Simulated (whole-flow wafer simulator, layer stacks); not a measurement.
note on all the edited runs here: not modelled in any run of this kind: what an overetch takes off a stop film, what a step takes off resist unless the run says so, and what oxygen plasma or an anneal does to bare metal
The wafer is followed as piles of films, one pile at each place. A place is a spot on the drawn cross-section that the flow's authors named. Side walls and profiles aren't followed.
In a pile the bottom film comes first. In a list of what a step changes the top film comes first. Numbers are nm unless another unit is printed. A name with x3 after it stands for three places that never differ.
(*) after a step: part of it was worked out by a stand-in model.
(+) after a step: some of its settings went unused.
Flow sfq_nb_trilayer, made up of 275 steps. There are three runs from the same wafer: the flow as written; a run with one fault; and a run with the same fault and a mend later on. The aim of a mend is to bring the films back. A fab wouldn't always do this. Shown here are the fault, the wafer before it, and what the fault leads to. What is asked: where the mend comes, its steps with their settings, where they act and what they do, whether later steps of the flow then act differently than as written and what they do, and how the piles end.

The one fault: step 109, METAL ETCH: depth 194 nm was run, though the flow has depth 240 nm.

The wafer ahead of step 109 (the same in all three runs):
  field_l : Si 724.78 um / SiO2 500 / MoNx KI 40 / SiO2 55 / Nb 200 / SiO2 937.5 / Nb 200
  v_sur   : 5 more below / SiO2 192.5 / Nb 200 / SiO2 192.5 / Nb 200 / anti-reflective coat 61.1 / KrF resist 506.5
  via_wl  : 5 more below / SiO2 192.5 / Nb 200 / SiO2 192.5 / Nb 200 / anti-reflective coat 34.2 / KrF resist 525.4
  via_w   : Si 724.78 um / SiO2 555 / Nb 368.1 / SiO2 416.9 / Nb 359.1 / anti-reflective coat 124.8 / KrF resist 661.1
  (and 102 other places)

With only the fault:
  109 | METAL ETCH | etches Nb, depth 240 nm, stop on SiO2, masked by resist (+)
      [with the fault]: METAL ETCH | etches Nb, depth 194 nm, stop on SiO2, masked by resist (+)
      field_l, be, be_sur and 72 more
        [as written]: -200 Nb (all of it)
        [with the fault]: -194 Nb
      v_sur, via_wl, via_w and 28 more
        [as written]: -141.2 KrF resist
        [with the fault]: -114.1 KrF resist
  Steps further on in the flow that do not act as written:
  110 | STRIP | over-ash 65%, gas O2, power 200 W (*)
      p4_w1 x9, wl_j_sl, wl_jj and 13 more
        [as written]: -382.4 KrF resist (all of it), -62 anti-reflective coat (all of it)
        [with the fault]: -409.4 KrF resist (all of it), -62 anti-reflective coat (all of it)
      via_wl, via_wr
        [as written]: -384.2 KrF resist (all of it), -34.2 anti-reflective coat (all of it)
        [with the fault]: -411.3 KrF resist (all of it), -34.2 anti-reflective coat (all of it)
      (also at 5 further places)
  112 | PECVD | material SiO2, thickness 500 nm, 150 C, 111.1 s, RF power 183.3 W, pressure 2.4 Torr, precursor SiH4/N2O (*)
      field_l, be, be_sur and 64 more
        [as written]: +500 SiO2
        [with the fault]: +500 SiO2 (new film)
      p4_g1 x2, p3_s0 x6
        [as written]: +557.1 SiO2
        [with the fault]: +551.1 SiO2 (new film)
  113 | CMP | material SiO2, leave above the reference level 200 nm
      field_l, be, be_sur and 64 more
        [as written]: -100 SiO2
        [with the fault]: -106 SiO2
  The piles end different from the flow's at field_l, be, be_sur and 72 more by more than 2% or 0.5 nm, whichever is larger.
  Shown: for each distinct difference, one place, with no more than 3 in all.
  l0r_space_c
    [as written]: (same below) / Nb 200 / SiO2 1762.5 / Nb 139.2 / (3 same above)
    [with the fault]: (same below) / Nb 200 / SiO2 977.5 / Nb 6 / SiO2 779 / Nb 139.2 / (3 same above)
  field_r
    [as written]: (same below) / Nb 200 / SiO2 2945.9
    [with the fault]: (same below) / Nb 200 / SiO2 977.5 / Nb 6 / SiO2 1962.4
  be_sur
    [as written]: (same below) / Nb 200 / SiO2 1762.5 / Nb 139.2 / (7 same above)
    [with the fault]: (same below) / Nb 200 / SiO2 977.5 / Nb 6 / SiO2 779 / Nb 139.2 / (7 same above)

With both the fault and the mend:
  After step 109 comes the mend.
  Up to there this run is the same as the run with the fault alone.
  109a | METAL ETCH | etches Nb, depth 46 nm, stop on SiO2, masked by resist (+) (the flow's step 109 again, with other settings)
      field_l, be, be_sur and 72 more
        -6 Nb (all of it)
      v_sur, via_wl, via_w and 28 more
        -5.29 KrF resist
  Steps further on in the flow that do not act as written:
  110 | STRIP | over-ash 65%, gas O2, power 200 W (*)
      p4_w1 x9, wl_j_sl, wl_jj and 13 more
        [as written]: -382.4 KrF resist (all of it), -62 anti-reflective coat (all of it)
        [with the mend]: -404.1 KrF resist (all of it), -62 anti-reflective coat (all of it)
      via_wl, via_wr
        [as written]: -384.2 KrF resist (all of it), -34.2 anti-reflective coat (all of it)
        [with the mend]: -406 KrF resist (all of it), -34.2 anti-reflective coat (all of it)
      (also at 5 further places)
  By the end, the piles equal the flow's at every place that both follow.
